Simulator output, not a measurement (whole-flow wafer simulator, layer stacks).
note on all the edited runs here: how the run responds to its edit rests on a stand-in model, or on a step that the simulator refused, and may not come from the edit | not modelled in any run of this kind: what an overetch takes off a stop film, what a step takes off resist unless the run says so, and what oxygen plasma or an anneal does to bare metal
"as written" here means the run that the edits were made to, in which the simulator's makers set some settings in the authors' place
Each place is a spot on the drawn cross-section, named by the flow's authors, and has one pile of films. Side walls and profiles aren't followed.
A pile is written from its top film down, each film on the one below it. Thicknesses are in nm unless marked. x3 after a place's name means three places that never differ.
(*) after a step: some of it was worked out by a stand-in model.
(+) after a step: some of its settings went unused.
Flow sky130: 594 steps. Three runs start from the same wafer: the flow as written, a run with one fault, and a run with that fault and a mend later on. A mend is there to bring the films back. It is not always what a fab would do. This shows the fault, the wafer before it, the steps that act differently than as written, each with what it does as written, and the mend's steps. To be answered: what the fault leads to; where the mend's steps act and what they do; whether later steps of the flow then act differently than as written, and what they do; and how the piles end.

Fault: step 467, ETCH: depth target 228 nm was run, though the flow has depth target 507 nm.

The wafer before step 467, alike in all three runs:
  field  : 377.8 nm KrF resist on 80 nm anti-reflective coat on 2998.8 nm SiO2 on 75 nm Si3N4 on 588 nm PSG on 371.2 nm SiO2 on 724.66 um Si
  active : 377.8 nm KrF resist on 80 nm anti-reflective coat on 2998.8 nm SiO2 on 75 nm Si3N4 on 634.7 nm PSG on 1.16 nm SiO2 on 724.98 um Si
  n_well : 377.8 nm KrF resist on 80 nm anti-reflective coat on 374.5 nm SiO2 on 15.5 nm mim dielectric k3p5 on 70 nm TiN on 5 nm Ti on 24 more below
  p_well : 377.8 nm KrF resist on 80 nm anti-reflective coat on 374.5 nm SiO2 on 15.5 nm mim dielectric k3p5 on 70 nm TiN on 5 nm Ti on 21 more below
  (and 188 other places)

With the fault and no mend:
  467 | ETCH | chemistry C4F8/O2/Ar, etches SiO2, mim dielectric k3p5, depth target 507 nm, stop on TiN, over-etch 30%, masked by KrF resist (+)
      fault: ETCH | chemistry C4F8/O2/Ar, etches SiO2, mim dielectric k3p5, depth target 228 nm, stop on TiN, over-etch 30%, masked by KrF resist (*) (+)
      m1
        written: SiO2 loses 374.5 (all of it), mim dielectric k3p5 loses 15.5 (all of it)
        fault: SiO2 loses 228
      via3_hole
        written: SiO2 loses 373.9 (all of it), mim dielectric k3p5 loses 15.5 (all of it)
        fault: SiO2 loses 228
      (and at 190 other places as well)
  Steps later in the flow that act otherwise than as written (1 other step is not shown; it differs only slightly, by no more than 2% or 0.5 nm, whichever is larger):
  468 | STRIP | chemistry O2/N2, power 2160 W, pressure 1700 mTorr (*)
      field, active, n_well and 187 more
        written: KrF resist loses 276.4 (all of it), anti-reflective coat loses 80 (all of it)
        fault: KrF resist loses 332.2 (all of it), anti-reflective coat loses 80 (all of it)
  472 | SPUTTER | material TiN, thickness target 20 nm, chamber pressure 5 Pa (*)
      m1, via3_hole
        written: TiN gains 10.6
        fault: TiN gains 13 (new film)
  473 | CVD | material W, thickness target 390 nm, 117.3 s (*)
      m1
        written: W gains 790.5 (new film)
        fault: W gains 625.6 (new film)
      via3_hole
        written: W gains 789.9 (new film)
        fault: W gains 625.6 (new film)
  The piles end different from the flow's at m1, via3_hole by more than 2% or 0.5 nm, whichever is larger.
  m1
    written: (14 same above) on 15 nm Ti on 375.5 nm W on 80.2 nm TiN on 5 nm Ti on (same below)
    fault: (14 same above) on 15 nm Ti on 210.6 nm W on 13 nm TiN on 146.5 nm SiO2 on 15.5 nm mim dielectric k3p5 on 70 nm TiN on 5 nm Ti on (same below)
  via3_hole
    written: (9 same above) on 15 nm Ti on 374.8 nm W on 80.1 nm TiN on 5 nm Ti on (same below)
    fault: (9 same above) on 15 nm Ti on 210.6 nm W on 13 nm TiN on 145.9 nm SiO2 on 15.5 nm mim dielectric k3p5 on 70 nm TiN on 5 nm Ti on (same below)

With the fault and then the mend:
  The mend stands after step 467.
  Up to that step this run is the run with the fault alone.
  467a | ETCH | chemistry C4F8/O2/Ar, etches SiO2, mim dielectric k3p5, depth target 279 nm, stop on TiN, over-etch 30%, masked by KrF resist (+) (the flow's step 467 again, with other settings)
      field, active, n_well and 187 more
        KrF resist loses 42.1
      m1
        SiO2 loses 146.5 (all of it), mim dielectric k3p5 loses 15.5 (all of it)
      via3_hole
        SiO2 loses 145.9 (all of it), mim dielectric k3p5 loses 15.5 (all of it)
  Steps later in the flow that act otherwise than as written:
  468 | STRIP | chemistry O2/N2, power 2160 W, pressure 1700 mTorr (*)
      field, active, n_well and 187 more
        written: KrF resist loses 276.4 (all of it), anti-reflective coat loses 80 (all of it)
        mend: KrF resist loses 290.1 (all of it), anti-reflective coat loses 80 (all of it)
  By the end, the piles equal the flow's at every place that both follow.
